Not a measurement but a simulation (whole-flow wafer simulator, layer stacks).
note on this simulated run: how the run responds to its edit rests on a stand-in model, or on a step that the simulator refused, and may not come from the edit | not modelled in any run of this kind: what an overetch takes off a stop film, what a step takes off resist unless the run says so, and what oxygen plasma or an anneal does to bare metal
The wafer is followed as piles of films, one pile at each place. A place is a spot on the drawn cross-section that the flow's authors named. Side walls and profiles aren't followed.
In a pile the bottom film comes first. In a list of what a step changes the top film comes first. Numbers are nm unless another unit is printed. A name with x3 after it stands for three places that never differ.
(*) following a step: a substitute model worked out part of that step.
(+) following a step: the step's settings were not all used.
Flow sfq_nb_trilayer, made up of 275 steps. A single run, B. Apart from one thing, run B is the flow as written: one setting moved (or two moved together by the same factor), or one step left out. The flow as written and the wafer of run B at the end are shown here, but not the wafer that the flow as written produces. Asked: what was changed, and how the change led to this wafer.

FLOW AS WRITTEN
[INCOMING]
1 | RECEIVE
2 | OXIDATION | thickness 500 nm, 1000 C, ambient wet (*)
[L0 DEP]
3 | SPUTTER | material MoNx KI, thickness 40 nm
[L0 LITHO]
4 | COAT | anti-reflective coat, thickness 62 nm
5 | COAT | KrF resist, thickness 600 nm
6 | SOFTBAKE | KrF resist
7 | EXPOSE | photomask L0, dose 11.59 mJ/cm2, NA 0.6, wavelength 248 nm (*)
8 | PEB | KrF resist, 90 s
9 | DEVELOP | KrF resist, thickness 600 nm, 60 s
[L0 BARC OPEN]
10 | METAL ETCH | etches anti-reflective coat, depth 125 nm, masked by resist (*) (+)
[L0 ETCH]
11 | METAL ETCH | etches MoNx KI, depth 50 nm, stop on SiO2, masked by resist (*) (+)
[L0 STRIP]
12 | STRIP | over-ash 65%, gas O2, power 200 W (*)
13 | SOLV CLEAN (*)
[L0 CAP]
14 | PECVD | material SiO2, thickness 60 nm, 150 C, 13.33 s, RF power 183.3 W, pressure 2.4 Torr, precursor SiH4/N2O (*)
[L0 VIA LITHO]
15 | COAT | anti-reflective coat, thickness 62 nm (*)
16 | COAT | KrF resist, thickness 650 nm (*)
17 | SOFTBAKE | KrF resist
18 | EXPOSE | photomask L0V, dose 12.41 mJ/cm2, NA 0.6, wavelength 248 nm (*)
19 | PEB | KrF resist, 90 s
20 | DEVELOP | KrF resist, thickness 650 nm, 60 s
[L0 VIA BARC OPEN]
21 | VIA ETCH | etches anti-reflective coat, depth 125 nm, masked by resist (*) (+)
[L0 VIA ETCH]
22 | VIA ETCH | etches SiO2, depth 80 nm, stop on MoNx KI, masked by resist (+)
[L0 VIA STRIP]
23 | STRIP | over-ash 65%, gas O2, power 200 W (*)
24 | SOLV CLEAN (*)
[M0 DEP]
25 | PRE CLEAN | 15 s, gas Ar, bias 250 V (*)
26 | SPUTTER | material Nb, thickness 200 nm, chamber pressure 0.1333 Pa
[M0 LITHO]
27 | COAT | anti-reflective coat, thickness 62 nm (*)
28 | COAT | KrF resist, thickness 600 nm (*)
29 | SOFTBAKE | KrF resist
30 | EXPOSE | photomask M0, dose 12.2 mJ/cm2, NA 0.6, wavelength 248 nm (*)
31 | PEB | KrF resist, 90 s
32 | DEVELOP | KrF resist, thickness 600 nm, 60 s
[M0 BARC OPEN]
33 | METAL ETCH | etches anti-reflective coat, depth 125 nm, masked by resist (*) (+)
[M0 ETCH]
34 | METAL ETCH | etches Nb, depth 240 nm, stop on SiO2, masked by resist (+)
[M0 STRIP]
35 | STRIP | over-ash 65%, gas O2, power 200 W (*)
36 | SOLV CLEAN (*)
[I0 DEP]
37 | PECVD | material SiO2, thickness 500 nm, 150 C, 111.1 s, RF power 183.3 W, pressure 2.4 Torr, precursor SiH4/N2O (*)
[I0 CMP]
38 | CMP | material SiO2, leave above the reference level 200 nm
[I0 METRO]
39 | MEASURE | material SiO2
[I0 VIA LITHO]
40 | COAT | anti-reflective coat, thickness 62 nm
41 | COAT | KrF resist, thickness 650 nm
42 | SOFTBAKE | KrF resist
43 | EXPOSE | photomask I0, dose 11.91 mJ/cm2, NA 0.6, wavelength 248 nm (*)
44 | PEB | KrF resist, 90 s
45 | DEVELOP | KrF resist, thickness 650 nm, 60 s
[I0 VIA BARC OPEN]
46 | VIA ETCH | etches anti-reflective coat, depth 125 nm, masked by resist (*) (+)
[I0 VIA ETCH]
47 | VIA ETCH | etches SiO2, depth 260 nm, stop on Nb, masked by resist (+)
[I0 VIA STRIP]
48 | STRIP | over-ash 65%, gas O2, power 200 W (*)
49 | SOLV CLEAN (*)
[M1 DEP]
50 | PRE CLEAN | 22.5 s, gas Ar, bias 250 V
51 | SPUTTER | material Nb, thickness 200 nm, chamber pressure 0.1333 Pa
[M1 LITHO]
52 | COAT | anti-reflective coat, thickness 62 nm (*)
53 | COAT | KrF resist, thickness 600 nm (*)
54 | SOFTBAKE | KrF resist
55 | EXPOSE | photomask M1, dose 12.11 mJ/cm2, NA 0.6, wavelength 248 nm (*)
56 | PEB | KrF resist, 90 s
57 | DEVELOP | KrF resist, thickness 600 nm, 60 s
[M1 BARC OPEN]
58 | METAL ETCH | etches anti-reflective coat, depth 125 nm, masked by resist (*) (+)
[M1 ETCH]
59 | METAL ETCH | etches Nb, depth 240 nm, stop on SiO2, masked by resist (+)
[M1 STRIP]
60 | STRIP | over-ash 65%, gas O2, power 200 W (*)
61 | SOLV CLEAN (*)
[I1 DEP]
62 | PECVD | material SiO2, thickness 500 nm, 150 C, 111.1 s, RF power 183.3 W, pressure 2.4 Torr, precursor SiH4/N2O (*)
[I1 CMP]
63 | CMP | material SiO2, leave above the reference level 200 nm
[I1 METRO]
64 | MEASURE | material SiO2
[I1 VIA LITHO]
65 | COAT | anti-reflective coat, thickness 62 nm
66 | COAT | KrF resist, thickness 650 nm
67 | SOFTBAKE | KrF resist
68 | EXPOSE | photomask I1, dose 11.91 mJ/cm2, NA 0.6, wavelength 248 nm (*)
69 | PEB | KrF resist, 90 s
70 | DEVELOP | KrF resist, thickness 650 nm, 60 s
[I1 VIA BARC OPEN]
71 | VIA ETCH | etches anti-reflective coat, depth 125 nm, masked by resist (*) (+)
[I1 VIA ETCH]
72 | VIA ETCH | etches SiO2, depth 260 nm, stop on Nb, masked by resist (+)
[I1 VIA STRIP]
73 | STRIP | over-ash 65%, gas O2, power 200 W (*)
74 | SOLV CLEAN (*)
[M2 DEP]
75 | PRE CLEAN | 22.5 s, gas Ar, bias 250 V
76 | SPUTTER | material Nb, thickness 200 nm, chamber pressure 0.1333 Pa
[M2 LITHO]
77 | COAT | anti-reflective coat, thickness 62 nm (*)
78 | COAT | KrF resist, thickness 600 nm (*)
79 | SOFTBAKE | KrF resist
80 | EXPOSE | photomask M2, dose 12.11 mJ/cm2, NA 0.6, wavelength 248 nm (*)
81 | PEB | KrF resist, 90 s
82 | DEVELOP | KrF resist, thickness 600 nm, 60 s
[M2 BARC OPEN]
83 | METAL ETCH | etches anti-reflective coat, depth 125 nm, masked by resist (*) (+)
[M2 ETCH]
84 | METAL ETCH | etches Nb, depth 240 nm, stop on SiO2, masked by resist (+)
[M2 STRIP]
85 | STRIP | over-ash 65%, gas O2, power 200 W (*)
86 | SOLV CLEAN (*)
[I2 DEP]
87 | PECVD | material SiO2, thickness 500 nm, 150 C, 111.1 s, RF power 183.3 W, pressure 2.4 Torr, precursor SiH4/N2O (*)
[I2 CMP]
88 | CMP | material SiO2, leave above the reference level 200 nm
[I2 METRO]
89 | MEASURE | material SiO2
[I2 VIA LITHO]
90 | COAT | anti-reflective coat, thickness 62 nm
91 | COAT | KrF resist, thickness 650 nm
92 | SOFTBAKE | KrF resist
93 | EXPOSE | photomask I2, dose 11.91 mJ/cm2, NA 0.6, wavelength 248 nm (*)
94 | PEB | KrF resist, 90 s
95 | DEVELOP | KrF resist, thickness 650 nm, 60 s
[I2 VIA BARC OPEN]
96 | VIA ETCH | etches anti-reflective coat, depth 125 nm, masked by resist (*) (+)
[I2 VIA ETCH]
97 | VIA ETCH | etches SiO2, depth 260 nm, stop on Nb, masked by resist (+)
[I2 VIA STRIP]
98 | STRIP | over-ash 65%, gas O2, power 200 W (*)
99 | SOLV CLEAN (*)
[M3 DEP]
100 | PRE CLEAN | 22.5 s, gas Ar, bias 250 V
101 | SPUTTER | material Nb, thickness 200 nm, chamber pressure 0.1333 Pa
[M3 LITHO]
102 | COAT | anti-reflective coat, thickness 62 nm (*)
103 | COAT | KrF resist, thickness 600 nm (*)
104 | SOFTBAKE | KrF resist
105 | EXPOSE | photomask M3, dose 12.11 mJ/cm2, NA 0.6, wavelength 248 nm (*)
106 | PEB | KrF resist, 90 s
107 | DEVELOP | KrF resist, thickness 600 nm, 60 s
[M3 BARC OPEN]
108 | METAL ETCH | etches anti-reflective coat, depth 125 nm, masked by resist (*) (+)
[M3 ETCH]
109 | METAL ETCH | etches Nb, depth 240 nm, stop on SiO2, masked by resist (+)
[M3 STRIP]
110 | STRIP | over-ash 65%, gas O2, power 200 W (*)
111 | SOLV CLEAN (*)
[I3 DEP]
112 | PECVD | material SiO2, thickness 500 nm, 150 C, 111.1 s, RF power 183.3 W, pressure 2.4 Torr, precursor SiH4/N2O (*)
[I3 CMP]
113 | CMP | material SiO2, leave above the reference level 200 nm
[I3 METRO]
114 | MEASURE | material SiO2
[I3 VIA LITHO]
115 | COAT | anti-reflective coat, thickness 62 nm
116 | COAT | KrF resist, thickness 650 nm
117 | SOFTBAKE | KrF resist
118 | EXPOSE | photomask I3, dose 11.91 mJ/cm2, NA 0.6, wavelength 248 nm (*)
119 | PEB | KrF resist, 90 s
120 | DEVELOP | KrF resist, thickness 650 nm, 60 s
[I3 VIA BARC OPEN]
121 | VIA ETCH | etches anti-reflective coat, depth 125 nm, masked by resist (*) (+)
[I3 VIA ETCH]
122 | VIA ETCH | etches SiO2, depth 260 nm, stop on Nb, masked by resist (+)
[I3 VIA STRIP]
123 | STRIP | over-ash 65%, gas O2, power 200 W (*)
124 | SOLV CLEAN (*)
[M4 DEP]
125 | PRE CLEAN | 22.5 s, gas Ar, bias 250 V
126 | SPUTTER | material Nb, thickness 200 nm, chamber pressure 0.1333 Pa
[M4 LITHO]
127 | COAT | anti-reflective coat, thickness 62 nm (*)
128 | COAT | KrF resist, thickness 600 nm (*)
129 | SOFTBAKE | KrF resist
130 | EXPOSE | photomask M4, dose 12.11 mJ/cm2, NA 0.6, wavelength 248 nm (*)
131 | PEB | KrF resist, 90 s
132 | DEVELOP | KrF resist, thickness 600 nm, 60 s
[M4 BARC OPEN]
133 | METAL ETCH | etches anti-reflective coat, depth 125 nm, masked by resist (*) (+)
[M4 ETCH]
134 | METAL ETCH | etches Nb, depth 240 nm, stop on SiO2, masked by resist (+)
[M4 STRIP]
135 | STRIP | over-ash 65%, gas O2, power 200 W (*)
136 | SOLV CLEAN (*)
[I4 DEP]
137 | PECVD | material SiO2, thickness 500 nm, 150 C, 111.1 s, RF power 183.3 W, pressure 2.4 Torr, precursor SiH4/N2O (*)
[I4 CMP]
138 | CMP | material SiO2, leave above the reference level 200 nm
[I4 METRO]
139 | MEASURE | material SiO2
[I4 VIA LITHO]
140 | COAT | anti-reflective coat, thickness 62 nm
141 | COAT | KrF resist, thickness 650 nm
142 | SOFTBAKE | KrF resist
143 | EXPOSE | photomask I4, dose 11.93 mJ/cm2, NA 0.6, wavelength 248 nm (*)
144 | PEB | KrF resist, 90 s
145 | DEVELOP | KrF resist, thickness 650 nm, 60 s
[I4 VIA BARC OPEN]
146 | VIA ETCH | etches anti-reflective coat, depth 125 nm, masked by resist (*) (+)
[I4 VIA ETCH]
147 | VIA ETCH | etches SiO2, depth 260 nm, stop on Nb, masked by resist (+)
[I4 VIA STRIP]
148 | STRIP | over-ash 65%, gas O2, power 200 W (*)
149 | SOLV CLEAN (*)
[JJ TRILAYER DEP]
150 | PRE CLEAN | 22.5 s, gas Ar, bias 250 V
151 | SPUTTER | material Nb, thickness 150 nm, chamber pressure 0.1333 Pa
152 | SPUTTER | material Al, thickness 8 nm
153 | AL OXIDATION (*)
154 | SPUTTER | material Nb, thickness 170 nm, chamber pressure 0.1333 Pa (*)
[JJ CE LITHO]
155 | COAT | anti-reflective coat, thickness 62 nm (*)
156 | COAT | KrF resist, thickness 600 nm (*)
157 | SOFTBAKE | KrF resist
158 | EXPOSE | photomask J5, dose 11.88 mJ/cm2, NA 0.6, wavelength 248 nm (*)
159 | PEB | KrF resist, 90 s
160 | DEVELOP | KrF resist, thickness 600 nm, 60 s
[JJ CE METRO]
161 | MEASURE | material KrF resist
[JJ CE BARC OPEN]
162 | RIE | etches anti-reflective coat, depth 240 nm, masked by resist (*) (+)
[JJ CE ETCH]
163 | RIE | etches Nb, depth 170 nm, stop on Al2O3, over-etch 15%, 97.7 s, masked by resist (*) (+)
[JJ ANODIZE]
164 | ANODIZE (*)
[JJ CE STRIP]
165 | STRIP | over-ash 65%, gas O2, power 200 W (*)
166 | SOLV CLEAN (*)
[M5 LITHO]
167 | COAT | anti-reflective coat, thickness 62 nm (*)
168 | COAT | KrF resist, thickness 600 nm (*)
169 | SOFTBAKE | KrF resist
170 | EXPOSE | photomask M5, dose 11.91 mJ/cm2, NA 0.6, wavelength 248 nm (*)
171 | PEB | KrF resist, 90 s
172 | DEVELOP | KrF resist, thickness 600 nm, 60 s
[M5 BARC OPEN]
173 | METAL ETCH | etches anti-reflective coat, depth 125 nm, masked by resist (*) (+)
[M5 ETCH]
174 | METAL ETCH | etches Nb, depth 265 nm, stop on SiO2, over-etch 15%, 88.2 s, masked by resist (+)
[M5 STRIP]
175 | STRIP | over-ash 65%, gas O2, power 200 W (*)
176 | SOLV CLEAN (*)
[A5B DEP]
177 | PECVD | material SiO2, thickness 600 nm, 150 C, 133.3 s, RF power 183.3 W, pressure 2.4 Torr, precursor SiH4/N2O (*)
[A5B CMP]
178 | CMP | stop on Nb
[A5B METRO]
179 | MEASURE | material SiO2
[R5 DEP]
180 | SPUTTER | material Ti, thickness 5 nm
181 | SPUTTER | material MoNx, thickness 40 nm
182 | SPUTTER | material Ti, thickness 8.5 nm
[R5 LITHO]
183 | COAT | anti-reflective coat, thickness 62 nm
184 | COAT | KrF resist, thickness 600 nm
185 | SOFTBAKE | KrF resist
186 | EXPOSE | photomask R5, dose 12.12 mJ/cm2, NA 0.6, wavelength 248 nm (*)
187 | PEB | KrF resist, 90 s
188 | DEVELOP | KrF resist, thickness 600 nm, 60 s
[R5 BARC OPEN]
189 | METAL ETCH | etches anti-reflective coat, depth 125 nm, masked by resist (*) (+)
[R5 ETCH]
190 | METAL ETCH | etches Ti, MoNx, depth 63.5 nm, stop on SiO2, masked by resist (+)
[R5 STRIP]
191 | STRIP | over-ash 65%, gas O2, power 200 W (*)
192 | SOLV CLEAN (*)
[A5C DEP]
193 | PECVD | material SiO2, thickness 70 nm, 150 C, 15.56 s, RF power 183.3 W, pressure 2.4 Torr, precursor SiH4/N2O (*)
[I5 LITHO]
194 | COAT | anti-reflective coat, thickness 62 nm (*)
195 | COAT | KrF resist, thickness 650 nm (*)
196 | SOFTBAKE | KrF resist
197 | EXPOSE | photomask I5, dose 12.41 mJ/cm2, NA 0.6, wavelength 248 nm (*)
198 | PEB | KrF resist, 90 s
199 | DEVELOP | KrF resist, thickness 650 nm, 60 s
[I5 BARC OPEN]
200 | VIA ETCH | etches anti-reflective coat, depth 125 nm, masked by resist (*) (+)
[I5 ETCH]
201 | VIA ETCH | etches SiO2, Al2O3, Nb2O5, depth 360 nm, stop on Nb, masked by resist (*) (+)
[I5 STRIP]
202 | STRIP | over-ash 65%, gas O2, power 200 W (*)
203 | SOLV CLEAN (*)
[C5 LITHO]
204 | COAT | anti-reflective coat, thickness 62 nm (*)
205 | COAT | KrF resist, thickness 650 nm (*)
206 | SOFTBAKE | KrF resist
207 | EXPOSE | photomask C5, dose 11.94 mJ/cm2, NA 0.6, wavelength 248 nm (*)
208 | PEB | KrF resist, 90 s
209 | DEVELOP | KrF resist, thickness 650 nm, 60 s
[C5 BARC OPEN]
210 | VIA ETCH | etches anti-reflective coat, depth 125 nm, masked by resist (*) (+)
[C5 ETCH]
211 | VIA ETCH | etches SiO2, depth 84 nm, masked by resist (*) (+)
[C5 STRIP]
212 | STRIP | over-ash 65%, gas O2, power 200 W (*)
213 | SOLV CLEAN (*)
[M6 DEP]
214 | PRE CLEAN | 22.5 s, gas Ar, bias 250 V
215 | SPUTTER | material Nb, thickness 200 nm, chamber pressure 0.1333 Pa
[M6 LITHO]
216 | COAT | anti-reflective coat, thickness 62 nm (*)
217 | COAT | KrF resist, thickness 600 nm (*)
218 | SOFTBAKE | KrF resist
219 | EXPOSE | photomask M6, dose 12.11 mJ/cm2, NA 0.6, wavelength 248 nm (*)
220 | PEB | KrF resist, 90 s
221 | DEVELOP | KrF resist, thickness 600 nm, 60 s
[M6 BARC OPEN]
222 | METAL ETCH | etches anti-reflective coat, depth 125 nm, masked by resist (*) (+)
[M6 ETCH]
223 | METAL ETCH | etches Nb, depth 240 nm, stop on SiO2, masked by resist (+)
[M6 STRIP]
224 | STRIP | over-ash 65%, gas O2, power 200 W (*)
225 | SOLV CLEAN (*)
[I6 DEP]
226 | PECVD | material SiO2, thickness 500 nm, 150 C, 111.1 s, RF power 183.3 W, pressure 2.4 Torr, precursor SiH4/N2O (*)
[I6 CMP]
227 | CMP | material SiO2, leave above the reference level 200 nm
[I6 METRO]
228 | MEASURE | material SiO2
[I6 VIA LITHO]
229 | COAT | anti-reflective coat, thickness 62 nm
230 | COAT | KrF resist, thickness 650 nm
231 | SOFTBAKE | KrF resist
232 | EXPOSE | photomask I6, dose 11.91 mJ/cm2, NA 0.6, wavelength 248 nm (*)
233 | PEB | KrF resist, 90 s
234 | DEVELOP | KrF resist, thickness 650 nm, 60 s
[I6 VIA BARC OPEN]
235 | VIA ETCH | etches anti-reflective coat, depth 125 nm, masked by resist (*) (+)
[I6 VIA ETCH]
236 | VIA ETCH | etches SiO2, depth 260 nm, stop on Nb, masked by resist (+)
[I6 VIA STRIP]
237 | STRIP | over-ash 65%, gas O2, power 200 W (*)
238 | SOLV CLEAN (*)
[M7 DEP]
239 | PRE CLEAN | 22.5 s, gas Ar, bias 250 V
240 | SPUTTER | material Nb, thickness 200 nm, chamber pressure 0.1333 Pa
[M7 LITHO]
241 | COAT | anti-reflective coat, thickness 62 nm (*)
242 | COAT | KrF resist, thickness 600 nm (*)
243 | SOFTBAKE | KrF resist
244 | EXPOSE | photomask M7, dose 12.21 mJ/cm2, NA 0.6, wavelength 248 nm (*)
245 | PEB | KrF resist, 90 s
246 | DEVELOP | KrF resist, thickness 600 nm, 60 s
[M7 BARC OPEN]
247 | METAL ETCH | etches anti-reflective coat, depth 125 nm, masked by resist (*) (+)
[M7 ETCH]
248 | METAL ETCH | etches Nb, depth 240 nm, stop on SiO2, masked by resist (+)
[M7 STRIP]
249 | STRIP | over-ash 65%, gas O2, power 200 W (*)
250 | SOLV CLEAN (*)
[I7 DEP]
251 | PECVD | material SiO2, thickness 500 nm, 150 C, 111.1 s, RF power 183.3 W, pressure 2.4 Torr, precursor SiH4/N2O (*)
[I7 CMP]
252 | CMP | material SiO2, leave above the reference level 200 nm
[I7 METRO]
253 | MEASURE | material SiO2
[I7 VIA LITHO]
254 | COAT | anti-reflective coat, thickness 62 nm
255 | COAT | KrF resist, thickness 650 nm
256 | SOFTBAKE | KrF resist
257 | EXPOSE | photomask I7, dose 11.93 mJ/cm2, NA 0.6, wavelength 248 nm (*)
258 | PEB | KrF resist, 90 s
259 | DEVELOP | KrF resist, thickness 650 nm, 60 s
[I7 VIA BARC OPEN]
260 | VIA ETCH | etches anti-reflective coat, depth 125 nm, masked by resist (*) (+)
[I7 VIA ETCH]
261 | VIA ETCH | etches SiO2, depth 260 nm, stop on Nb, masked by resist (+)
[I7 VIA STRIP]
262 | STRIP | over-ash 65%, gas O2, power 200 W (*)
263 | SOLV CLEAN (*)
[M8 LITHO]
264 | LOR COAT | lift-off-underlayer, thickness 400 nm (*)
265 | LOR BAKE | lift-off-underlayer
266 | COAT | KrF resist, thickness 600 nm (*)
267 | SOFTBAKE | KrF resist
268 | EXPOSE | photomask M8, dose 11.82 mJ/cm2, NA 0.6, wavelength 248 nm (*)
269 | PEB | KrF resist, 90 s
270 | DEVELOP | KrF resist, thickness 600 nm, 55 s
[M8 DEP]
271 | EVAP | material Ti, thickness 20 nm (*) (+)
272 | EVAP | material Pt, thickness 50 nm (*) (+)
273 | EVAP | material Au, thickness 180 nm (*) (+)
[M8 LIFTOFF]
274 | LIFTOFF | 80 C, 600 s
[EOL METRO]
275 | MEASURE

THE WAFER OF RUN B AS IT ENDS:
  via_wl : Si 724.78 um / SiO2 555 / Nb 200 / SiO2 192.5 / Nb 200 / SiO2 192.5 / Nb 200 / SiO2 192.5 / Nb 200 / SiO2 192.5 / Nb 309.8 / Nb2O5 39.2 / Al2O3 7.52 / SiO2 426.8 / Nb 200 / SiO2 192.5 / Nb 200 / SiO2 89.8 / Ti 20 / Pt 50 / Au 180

What caused this: step 261, VIA ETCH: depth 110 nm was run, whereas the flow has depth 260 nm.

The path from the change to this, step by step:
  261 | VIA ETCH | etches SiO2, depth 260 nm, stop on Nb, masked by resist (+)
      via_wl, via_w, via_wr: SiO2 loses 110 (as written it would have been: SiO2 loses 199.8 (all of it))
      field_l, v_sur, via_sp and 100 more: KrF resist loses 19 (as written it would have been: KrF resist loses 44.8)
  262 | STRIP | over-ash 65%, gas O2, power 200 W (*)
      field_l, v_sur, via_sp and 100 more: KrF resist loses 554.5 (all of it), anti-reflective coat loses 62 (all of it) (as written it would have been: KrF resist loses 528.6 (all of it), anti-reflective coat loses 62 (all of it))
  264 | LOR COAT | lift-off-underlayer, thickness 400 nm (*)
      via_wl, via_wr: lift-off-underlayer gains 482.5 (new film) (as written it would have been: lift-off-underlayer gains 549.8 (new film))
      v_sur: lift-off-underlayer gains 383.2 (new film) (as written it would have been: lift-off-underlayer gains 369.4 (new film))
      (also at 2 further places)
  266 | COAT | KrF resist, thickness 600 nm (*)
      via_w: KrF resist gains 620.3 (new film) (as written it would have been: KrF resist gains 636.8 (new film))
  270 | DEVELOP | KrF resist, thickness 600 nm, 55 s
      v_sur: KrF resist loses 603.5 (all of it), lift-off-underlayer loses 383.2 (all of it) (as written it would have been: KrF resist loses 607.3 (all of it), lift-off-underlayer loses 369.4 (all of it))
      via_wl: KrF resist loses 612.6 (all of it), lift-off-underlayer loses 482.5 (all of it) (as written it would have been: KrF resist loses 623.9 (all of it), lift-off-underlayer loses 549.8 (all of it))
      (also at 3 further places)
With metal films that touch counted as one body, via_wl has 8 bodies (between them, from the top down: SiO2 89.8; SiO2 192.5; SiO2 426.8 / Al2O3 7.52 / Nb2O5 39.2; SiO2 192.5; SiO2 192.5; SiO2 192.5; SiO2 192.5); the flow as written gives 7 bodies (between them, from the top down: SiO2 192.5; SiO2 426.8 / Al2O3 7.52 / Nb2O5 39.2; SiO2 192.5; SiO2 192.5; SiO2 192.5; SiO2 192.5).
